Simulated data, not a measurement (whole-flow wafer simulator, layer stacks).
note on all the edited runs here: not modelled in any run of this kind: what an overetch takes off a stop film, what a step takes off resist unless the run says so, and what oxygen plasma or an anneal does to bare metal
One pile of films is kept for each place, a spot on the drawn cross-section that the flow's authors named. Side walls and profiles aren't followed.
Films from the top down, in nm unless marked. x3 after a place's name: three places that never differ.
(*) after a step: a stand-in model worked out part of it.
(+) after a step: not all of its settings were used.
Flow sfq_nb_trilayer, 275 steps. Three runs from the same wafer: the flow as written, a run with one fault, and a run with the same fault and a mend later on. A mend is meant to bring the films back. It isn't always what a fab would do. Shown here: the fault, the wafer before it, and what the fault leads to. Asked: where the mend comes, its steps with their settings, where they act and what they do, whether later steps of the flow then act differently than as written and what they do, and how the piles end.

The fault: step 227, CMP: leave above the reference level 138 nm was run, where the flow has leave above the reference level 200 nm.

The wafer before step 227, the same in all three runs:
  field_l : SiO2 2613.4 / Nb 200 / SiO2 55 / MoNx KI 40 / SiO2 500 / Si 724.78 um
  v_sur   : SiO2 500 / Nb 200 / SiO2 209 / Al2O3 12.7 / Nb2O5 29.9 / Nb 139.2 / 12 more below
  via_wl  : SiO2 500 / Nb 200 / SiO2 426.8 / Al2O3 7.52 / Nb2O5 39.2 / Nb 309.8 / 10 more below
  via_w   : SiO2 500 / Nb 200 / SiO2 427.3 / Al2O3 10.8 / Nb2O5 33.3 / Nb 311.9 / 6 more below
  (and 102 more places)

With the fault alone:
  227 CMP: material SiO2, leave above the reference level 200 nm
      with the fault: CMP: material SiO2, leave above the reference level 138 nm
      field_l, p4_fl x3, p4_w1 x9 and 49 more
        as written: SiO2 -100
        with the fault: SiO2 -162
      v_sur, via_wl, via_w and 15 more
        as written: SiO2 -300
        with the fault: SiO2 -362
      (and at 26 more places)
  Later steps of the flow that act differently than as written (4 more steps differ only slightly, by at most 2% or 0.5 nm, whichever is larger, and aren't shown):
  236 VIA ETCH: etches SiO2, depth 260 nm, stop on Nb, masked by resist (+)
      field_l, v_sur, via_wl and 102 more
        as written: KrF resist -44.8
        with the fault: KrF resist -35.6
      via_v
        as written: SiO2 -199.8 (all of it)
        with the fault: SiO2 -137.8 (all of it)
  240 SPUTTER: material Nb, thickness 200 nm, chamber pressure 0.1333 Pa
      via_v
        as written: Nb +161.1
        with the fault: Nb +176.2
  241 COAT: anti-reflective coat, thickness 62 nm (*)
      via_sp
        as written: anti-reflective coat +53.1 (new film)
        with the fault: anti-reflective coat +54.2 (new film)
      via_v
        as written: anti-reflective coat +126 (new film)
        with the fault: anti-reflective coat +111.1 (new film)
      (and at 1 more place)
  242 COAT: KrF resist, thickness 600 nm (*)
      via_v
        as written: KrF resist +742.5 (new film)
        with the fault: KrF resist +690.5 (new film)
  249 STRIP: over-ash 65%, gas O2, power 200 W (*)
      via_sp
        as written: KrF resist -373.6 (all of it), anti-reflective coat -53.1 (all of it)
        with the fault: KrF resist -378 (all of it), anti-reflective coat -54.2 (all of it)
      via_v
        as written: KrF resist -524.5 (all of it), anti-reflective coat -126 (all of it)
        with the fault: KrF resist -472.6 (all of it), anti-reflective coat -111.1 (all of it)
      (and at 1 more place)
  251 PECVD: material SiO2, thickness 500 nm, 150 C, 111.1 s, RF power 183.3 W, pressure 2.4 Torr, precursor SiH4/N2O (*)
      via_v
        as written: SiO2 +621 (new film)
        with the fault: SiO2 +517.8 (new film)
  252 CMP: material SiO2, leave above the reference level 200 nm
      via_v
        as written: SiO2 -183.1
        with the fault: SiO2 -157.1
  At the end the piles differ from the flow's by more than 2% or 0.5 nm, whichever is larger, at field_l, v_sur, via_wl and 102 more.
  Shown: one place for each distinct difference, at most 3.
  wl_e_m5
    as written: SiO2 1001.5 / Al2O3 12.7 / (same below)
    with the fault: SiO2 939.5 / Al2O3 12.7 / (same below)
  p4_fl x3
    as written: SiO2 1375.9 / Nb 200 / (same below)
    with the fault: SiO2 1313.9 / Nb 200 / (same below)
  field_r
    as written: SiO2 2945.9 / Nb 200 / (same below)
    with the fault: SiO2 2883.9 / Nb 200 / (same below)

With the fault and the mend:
  The mend comes after step 234.
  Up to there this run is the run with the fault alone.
  234a STRIP: over-ash 65%, gas O2, power 200 W (*)
      field_l, v_sur, via_wl and 102 more
        KrF resist -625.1 (all of it), anti-reflective coat -62 (all of it)
      via_v
        anti-reflective coat -62 (all of it)
  234b PECVD: material SiO2, thickness 62 nm, 150 C, 13.78 s, RF power 183.3 W, pressure 2.4 Torr, precursor SiH4/N2O (the flow's step 226 once more, with other settings)
      field_l, v_sur, via_wl and 103 more
        SiO2 +62
  234c COAT: anti-reflective coat, thickness 62 nm (the flow's step 229 once more)
      field_l, v_sur, via_wl and 103 more
        anti-reflective coat +62 (new film)
  234d COAT: KrF resist, thickness 650 nm (the flow's step 230 once more)
      field_l, v_sur, via_wl and 103 more
        KrF resist +650 (new film)
  234e SOFTBAKE: KrF resist (the flow's step 231 once more)
      changes no film at any place that is followed
  234f EXPOSE: photomask I6, dose 11.91 mJ/cm2, NA 0.6, wavelength 248 nm (*) (the flow's step 232 once more)
      changes no film at any place that is followed
  234g PEB: KrF resist, 90 s (the flow's step 233 once more)
      field_l, v_sur, via_wl and 103 more
        KrF resist -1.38
  234h DEVELOP: KrF resist, thickness 650 nm, 60 s (the flow's step 234 once more)
      field_l, v_sur, via_wl and 102 more
        KrF resist -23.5
      via_v
        KrF resist -648.6 (all of it)
  No later step of the flow acts differently than as written, at any place that is followed, by more than 2% or 0.5 nm, whichever is larger.
  At the end the piles are the same as the flow's at every place that both follow.
